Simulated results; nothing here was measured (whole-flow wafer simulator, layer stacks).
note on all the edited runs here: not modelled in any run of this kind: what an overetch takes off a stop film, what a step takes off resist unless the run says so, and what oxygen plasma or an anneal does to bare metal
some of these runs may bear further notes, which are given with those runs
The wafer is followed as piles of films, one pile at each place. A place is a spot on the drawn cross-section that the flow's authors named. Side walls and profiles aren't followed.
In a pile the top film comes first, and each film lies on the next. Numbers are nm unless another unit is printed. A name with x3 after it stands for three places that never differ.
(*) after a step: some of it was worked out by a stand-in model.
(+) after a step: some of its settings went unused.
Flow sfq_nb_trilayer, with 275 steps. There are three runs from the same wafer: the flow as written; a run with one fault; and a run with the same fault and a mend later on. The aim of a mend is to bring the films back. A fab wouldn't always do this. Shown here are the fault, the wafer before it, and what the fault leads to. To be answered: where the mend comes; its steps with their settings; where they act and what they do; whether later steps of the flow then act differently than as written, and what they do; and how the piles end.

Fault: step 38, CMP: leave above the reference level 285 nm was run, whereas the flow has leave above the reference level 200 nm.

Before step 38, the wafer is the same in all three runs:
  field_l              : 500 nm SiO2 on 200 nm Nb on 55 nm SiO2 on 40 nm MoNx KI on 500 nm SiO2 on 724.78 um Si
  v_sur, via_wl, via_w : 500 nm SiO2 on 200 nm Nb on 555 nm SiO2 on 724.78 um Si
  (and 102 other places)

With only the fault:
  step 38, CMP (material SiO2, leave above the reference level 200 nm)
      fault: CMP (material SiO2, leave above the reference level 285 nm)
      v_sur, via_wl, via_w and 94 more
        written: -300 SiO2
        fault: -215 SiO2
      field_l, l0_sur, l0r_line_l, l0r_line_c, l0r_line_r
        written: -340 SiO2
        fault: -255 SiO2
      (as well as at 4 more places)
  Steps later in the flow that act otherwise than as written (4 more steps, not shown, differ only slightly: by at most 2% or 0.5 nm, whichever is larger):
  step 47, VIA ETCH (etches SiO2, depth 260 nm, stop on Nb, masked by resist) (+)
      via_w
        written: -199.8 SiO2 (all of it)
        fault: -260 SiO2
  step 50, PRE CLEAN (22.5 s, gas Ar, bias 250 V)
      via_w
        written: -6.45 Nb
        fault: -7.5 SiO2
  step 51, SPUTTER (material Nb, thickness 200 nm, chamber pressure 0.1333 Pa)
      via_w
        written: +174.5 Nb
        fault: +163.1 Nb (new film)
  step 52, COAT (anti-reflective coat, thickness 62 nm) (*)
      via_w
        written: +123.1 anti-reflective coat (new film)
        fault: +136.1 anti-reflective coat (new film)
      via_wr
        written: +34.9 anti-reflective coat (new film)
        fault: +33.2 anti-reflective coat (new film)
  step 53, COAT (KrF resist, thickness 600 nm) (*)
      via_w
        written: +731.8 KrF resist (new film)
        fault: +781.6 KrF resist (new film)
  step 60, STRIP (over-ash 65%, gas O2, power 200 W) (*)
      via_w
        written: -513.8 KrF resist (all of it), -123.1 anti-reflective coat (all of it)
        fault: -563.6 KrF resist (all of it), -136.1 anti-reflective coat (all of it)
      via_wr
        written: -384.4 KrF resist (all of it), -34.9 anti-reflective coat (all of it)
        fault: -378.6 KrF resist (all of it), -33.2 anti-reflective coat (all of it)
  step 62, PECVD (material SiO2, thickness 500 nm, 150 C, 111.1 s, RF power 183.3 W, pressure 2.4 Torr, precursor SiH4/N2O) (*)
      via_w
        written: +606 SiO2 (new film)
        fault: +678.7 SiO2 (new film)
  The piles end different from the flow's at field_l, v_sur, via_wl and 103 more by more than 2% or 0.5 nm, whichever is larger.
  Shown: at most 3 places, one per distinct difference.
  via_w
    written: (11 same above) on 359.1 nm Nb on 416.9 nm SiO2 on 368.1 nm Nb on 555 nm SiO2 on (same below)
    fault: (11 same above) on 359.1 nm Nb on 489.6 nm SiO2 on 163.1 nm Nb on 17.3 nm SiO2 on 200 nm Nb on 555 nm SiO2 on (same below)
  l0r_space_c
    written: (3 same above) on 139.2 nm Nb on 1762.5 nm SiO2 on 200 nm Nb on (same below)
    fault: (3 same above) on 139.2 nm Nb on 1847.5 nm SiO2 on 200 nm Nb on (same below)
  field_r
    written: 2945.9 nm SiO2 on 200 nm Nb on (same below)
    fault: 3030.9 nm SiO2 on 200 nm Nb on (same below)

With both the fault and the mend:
  The mend follows step 45.
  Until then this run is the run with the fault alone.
  step 45a, STRIP (over-ash 65%, gas O2, power 200 W) (*)
      field_l, v_sur, via_wl and 102 more
        -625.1 KrF resist (all of it), -62 anti-reflective coat (all of it)
      via_w
        -62 anti-reflective coat (all of it)
  step 45b, CMP (material SiO2, leave above the reference level 200 nm) (the flow's step 38 again)
      field_l, v_sur, via_wl and 103 more
        -85 SiO2
  step 45c, COAT (anti-reflective coat, thickness 62 nm) (the flow's step 40 again)
      field_l, v_sur, via_wl and 103 more
        +62 anti-reflective coat (new film)
  step 45d, COAT (KrF resist, thickness 650 nm) (the flow's step 41 again)
      field_l, v_sur, via_wl and 103 more
        +650 KrF resist (new film)
  step 45e, SOFTBAKE (KrF resist) (the flow's step 42 again)
      does not change any film at any place that is followed
  step 45f, EXPOSE (photomask I0, dose 11.91 mJ/cm2, NA 0.6, wavelength 248 nm) (*) (the flow's step 43 again)
      does not change any film at any place that is followed
  step 45g, PEB (KrF resist, 90 s) (the flow's step 44 again)
      field_l, v_sur, via_wl and 103 more
        -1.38 KrF resist
  step 45h, DEVELOP (KrF resist, thickness 650 nm, 60 s) (the flow's step 45 again)
      field_l, v_sur, via_wl and 102 more
        -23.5 KrF resist
      via_w
        -648.6 KrF resist (all of it)
  None of the later steps of the flow acts differently than as written at any place that is followed.
  At every place that both follow, the piles at the end match the flow's.
